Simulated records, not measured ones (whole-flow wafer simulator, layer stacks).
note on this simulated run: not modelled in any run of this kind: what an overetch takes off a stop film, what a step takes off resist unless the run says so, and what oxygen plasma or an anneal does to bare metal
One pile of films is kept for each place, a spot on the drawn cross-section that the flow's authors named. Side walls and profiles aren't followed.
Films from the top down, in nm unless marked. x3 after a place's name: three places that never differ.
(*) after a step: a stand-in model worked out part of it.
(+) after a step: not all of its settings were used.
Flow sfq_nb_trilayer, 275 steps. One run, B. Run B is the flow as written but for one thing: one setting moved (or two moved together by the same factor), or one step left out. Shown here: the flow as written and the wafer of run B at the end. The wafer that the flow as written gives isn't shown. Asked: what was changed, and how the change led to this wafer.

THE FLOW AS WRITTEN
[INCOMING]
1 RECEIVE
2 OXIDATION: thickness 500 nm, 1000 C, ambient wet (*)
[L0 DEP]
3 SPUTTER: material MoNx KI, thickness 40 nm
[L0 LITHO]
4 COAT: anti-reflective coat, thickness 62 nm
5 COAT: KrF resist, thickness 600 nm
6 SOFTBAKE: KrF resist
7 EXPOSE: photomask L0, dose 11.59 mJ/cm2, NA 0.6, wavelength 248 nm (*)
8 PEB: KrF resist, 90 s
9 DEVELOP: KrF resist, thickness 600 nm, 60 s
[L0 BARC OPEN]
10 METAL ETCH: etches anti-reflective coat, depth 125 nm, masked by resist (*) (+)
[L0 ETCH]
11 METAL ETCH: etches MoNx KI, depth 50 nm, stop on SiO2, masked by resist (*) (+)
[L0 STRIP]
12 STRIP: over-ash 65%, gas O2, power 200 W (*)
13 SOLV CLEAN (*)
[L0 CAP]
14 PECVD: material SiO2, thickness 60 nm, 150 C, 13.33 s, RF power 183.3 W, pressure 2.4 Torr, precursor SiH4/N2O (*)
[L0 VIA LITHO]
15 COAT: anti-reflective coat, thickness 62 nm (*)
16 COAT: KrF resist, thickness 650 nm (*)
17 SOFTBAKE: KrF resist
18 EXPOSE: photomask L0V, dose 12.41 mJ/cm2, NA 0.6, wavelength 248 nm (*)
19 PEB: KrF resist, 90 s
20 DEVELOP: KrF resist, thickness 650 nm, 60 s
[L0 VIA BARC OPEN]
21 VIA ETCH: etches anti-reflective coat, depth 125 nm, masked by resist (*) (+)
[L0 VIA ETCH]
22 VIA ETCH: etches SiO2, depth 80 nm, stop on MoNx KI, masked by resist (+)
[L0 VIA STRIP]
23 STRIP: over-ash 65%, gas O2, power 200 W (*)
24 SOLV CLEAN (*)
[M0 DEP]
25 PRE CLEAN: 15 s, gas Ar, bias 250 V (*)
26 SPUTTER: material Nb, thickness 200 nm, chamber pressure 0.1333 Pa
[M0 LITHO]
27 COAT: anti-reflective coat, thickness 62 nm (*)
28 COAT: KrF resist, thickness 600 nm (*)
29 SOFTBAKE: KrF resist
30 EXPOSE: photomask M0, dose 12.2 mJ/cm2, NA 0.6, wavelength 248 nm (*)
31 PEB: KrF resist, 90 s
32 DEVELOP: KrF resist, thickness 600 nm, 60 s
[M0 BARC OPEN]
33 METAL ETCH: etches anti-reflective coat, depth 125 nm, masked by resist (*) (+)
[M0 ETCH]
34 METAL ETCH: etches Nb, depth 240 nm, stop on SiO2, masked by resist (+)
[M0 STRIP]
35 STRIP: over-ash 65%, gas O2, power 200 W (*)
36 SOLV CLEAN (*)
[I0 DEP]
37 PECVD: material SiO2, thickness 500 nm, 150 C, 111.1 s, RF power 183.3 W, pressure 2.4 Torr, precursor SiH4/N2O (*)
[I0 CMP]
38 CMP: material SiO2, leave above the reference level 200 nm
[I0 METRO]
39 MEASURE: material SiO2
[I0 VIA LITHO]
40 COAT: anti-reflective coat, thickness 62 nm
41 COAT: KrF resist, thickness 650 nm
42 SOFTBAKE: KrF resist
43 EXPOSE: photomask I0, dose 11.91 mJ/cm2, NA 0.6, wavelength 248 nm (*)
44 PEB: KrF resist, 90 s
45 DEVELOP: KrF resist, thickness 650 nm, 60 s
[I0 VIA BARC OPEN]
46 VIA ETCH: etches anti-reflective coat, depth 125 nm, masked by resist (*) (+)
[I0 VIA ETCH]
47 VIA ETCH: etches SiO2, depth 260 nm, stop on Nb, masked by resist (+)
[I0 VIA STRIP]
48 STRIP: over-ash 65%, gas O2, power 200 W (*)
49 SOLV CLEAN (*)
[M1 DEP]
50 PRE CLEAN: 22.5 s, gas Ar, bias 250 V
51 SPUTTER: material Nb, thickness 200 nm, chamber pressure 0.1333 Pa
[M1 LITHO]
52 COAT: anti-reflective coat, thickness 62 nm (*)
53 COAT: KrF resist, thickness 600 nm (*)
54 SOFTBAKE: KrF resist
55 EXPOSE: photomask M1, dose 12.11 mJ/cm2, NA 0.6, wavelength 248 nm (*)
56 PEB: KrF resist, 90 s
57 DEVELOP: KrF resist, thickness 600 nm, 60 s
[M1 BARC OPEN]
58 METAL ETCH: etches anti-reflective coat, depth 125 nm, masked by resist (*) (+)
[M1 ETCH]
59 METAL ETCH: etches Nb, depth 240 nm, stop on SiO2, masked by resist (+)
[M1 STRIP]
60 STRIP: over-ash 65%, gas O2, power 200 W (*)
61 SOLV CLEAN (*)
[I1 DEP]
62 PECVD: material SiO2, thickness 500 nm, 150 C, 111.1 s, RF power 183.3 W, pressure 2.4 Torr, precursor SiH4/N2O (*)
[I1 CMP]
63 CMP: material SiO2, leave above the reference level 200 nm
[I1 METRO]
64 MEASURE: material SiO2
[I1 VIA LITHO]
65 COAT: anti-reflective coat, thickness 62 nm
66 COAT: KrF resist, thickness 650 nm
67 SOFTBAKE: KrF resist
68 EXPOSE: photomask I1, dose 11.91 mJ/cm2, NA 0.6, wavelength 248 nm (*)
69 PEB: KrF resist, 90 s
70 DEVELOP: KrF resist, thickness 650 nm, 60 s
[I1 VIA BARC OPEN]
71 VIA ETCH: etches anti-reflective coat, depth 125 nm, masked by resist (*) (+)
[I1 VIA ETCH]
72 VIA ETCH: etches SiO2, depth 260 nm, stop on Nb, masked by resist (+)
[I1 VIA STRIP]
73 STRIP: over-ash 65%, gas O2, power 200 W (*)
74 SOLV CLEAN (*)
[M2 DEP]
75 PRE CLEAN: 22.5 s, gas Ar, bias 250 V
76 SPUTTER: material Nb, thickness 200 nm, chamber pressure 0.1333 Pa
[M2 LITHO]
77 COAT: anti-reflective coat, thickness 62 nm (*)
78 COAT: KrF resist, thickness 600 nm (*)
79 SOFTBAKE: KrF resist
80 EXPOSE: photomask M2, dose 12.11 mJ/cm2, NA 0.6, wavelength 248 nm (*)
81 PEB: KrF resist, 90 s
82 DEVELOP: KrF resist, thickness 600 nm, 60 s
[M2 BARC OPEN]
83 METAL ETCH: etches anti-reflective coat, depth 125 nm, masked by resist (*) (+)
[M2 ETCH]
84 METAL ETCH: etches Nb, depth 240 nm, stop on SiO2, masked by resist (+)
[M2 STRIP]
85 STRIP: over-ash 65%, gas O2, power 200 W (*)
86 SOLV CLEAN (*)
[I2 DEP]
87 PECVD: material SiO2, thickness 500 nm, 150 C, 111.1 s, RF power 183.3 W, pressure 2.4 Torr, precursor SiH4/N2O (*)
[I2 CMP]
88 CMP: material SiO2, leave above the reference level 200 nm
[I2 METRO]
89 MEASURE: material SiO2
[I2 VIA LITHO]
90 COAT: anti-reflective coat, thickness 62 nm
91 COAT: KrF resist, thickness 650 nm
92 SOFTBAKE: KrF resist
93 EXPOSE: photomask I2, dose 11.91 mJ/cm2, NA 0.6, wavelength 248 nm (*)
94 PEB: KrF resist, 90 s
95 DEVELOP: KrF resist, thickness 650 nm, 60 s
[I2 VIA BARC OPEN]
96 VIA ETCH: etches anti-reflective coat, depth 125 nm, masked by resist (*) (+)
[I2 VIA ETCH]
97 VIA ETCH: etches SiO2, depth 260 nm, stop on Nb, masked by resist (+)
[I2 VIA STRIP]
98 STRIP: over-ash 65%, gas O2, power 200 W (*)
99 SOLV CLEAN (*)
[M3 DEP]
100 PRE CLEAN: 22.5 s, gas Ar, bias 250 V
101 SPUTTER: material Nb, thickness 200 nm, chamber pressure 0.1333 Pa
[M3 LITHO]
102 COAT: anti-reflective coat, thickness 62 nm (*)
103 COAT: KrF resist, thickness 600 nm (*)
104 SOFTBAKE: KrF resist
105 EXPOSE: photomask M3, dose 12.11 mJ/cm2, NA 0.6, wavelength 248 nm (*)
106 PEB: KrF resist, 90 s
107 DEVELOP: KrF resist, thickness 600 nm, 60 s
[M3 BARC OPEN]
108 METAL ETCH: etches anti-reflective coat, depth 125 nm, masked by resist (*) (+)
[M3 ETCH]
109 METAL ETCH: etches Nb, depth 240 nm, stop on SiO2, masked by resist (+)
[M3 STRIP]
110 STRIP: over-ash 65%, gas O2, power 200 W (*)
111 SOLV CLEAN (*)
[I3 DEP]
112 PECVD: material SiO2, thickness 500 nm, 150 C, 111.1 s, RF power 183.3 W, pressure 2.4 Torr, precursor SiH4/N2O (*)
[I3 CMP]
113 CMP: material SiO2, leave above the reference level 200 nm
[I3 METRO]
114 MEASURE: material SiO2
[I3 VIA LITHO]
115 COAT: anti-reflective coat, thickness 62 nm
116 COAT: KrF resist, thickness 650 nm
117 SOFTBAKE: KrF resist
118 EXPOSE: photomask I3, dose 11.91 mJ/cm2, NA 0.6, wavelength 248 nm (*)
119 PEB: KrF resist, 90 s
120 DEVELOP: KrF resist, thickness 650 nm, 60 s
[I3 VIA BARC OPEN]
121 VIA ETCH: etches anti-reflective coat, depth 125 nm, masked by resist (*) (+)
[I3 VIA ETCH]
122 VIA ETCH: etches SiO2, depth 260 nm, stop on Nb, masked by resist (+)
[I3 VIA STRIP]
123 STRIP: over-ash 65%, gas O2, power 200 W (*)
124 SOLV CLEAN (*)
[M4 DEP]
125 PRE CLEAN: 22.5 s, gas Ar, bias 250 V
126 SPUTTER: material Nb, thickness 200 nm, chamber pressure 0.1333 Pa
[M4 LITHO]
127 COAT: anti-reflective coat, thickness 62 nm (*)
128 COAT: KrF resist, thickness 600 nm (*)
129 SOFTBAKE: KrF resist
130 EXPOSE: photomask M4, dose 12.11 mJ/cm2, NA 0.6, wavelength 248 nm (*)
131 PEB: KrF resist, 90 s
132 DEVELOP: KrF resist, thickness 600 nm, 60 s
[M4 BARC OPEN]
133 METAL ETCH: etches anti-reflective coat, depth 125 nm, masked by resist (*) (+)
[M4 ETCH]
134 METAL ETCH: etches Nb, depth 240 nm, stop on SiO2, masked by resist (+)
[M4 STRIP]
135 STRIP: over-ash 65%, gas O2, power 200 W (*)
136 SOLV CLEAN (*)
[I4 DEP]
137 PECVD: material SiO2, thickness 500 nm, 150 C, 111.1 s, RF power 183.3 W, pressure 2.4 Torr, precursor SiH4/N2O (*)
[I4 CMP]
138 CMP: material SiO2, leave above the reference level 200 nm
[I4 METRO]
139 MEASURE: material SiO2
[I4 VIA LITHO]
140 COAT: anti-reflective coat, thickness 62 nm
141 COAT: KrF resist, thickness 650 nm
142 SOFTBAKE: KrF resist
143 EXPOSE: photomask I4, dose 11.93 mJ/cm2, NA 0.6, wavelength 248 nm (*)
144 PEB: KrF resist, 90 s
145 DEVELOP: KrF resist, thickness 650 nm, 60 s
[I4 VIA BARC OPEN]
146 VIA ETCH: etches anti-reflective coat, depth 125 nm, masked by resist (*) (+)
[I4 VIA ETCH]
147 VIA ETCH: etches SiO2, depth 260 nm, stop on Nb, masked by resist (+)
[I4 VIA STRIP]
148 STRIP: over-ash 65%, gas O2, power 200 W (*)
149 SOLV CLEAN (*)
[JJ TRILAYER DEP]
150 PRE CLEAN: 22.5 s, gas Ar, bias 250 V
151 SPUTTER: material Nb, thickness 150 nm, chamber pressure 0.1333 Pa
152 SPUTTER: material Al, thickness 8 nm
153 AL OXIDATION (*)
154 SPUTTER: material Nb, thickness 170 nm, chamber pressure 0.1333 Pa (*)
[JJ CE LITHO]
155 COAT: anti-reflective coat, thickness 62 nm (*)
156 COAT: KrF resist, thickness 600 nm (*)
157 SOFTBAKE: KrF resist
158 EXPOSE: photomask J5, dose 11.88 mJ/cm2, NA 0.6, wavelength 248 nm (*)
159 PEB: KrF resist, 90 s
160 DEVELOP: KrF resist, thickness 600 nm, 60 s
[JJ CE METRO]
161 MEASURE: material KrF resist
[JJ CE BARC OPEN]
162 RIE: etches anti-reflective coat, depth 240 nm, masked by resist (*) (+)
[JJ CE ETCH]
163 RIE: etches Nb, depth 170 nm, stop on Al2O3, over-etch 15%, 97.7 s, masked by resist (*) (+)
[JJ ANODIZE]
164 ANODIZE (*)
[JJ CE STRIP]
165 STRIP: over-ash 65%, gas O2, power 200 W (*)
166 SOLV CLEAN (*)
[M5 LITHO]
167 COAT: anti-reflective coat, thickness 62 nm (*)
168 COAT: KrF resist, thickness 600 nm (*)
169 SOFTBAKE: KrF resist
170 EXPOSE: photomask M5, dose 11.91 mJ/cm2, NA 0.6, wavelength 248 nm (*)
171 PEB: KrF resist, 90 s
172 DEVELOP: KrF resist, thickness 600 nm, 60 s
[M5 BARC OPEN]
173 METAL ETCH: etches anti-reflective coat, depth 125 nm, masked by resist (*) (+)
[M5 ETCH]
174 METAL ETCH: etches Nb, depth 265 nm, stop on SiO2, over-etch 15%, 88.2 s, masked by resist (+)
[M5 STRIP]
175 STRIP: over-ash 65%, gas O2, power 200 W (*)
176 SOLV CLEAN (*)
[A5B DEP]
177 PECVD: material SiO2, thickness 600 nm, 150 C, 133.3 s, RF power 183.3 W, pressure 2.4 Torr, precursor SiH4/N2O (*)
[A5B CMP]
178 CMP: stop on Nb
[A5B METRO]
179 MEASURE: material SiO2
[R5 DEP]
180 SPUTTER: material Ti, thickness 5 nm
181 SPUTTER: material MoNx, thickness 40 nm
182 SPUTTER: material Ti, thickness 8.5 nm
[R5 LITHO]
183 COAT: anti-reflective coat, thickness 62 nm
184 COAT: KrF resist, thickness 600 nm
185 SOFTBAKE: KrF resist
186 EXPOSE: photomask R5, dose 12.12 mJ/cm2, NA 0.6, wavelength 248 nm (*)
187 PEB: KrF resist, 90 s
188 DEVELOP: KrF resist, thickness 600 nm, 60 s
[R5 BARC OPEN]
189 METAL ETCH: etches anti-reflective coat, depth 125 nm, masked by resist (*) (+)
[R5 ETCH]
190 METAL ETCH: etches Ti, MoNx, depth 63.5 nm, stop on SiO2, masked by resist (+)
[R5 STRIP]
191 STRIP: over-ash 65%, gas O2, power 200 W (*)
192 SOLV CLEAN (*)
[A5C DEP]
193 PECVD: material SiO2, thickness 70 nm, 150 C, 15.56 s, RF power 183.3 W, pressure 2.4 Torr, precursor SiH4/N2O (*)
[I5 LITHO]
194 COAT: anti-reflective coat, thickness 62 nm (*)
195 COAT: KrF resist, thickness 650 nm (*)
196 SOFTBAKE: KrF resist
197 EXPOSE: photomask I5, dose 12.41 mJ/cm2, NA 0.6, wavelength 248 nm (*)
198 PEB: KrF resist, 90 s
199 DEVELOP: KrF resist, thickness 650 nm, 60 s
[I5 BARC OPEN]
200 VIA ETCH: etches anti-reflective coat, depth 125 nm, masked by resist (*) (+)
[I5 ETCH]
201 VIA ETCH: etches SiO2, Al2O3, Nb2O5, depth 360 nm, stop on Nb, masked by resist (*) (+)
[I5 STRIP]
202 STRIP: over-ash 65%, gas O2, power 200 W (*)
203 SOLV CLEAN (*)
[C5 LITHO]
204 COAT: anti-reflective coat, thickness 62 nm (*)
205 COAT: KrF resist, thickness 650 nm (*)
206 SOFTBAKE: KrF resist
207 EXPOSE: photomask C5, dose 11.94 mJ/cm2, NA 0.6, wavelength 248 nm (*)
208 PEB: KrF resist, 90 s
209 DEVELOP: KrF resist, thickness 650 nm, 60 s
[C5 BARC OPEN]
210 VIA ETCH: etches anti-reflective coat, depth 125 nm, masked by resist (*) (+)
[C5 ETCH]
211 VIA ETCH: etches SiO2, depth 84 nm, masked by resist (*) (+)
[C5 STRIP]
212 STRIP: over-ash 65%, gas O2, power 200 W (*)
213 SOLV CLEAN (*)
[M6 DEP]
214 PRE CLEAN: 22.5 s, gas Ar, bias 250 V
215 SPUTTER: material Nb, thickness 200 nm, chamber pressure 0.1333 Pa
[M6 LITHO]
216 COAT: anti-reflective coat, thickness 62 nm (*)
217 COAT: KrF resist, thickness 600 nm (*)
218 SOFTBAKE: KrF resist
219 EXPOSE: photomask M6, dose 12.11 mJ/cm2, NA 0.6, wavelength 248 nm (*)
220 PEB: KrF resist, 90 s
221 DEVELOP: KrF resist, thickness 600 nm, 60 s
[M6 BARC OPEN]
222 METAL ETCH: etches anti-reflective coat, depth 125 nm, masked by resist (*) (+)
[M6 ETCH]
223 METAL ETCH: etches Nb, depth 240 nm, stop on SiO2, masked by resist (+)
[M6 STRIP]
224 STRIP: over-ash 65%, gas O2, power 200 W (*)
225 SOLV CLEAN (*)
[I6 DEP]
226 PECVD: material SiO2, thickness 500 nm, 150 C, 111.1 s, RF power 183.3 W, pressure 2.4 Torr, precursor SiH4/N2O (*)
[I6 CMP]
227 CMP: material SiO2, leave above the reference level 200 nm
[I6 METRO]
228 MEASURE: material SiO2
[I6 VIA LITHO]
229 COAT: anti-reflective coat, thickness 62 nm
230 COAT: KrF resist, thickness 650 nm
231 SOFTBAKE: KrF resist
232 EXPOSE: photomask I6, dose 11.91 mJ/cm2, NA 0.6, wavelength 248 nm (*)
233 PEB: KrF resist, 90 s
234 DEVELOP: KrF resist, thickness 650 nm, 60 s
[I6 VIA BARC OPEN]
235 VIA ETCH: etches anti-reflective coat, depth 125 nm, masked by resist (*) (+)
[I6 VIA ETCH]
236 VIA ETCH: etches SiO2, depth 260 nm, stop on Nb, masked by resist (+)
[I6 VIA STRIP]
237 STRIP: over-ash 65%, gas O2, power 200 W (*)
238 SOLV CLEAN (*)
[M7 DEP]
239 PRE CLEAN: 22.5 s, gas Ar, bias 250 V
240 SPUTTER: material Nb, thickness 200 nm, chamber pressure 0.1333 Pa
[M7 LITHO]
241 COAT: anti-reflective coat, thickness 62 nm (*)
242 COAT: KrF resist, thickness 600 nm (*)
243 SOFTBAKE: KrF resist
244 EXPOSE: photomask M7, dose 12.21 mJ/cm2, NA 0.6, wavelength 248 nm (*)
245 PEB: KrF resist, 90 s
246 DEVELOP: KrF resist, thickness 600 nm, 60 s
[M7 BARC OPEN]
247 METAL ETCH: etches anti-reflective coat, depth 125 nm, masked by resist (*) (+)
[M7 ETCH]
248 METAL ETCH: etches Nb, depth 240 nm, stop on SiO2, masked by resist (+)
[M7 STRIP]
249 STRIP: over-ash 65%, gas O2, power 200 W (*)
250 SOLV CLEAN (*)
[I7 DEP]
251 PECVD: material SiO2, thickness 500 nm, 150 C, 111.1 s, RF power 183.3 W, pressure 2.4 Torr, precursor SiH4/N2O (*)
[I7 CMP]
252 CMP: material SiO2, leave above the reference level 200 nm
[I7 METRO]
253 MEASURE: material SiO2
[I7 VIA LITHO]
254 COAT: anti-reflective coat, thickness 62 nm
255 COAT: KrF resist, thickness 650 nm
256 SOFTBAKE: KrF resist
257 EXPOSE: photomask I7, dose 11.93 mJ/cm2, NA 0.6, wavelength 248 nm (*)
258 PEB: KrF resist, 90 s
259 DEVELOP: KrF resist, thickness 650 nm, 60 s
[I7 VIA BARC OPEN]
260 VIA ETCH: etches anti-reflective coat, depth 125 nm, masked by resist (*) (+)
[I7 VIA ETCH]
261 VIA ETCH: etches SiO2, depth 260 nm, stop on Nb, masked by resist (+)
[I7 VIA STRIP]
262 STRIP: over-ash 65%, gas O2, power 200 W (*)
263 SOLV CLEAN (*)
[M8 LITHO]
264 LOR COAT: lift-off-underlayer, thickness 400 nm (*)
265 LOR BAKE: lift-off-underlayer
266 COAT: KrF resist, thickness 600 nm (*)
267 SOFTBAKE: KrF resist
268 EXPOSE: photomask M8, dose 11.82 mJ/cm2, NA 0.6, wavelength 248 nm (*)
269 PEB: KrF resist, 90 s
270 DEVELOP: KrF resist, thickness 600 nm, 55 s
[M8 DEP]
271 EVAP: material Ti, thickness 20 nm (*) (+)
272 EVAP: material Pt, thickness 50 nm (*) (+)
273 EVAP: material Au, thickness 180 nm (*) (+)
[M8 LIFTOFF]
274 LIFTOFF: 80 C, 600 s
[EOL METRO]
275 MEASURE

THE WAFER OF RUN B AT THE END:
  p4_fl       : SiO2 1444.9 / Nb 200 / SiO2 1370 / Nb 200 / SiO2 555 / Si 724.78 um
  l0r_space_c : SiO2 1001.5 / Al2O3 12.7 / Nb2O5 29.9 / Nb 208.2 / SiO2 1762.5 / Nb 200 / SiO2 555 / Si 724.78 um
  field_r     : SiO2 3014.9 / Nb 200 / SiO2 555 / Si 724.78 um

The cause: step 151, SPUTTER: thickness 219 nm was run, where the flow has thickness 150 nm.

How the change led to this, step by step:
  151 SPUTTER: material Nb, thickness 150 nm, chamber pressure 0.1333 Pa
      field_l, v_sur, via_sp and 100 more: Nb +219 (new film) (as written it would be: Nb +150 (new film))
      via_wl, via_w, via_wr: Nb +191.2 (as written it would be: Nb +130.4)
  152 SPUTTER: material Al, thickness 8 nm
      via_wl, via_wr: Al +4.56 (new film) (as written it would be: Al +5.14 (new film))
  154 SPUTTER: material Nb, thickness 170 nm, chamber pressure 0.1333 Pa (*)
      via_wl, via_wr: Nb +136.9 (new film) (as written it would be: Nb +140.7 (new film))
      via_w: Nb +137.2 (new film) (as written it would be: Nb +141 (new film))
  155 COAT: anti-reflective coat, thickness 62 nm (*)
      via_wl, via_wr: anti-reflective coat +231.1 (new film) (as written it would be: anti-reflective coat +209.4 (new film))
      via_w: anti-reflective coat +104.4 (new film) (as written it would be: anti-reflective coat +97.4 (new film))
  162 RIE: etches anti-reflective coat, depth 240 nm, masked by resist (*) (+)
      ce_l, c5j, ce_r, wl_jj: KrF resist -231.1 (as written it would be: KrF resist -209.4)
      via_wl, via_wr: anti-reflective coat -231.1 (all of it) (as written it would be: anti-reflective coat -209.4 (all of it))
      (and at 1 more place)
  163 RIE: etches Nb, depth 170 nm, stop on Al2O3, over-etch 15%, 97.7 s, masked by resist (*) (+)
      via_wl, via_wr: Nb -136.9 (all of it), Al2O3 -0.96 (all of it) (as written it would be: Nb -140.7 (all of it), Al2O3 -0.96 (all of it))
      via_w: Nb -137.2 (all of it), Al2O3 -0.96 (all of it) (as written it would be: Nb -141 (all of it), Al2O3 -0.96 (all of it))
  164 ANODIZE (*)
      via_wl, via_wr: Al2O3 +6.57 (new film), Nb2O5 +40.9 (new film), Al -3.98 (all of it), Nb -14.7 (as written it would be: Al2O3 +7.52 (new film), Nb2O5 +39.2 (new film), Al -4.56 (all of it), Nb -14.1)
      via_w: Al2O3 +10.4 (new film), Nb2O5 +34.1 (new film), Al -6.28 (all of it), Nb -12.3 (as written it would be: Al2O3 +10.8 (new film), Nb2O5 +33.3 (new film), Al -6.54 (all of it), Nb -12)
  165 STRIP: over-ash 65%, gas O2, power 200 W (*)
      ce_l: KrF resist -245 (all of it), anti-reflective coat -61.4 (all of it) (as written it would be: KrF resist -266.8 (all of it), anti-reflective coat -61.4 (all of it))
      c5j: KrF resist -245.1 (all of it), anti-reflective coat -61.5 (all of it) (as written it would be: KrF resist -266.9 (all of it), anti-reflective coat -61.5 (all of it))
      (and at 2 more places)
  167 COAT: anti-reflective coat, thickness 62 nm (*)
      v_sur: anti-reflective coat +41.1 (new film) (as written it would be: anti-reflective coat +44.9 (new film))
      via_wl: anti-reflective coat +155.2 (new film) (as written it would be: anti-reflective coat +170.5 (new film))
      (and at 3 more places)
  168 COAT: KrF resist, thickness 600 nm (*)
      via_wl: KrF resist +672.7 (new film) (as written it would be: KrF resist +656 (new film))
      via_wr: KrF resist +673.6 (new film) (as written it would be: KrF resist +656.6 (new film))
  174 METAL ETCH: etches Nb, depth 265 nm, stop on SiO2, over-etch 15%, 88.2 s, masked by resist (+)
      field_l, r_sur, res and 49 more: Al2O3 -12.6 (all of it), Nb2O5 -29.9 (all of it), Nb -208.2 (all of it), SiO2 -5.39 (as written it would be: Al2O3 -12.6 (all of it), Nb2O5 -29.9 (all of it), Nb -139.2 (all of it), SiO2 -12.3)
      wl_a_sl: Al2O3 -12.6 (all of it), Nb2O5 -29.9 (all of it), Nb -208.2 (all of it), SiO2 -5.4 (as written it would be: Al2O3 -12.6 (all of it), Nb2O5 -29.9 (all of it), Nb -139.2 (all of it), SiO2 -12.3)
  175 STRIP: over-ash 65%, gas O2, power 200 W (*)
      v_sur: KrF resist -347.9 (all of it), anti-reflective coat -41.1 (all of it) (as written it would be: KrF resist -349.2 (all of it), anti-reflective coat -44.9 (all of it))
      via_wl: KrF resist -443.7 (all of it), anti-reflective coat -155.2 (all of it) (as written it would be: KrF resist -427 (all of it), anti-reflective coat -170.5 (all of it))
      (and at 3 more places)
  178 CMP: stop on Nb
      field_l, p4_fl, p4_fm and 39 more: SiO2 -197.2 (as written it would be: SiO2 -259.3)
      r_sur, res, r_end, moat, field_r, lsp_l: SiO2 -187.9 (as written it would be: SiO2 -252.3)
      (and at 8 more places)
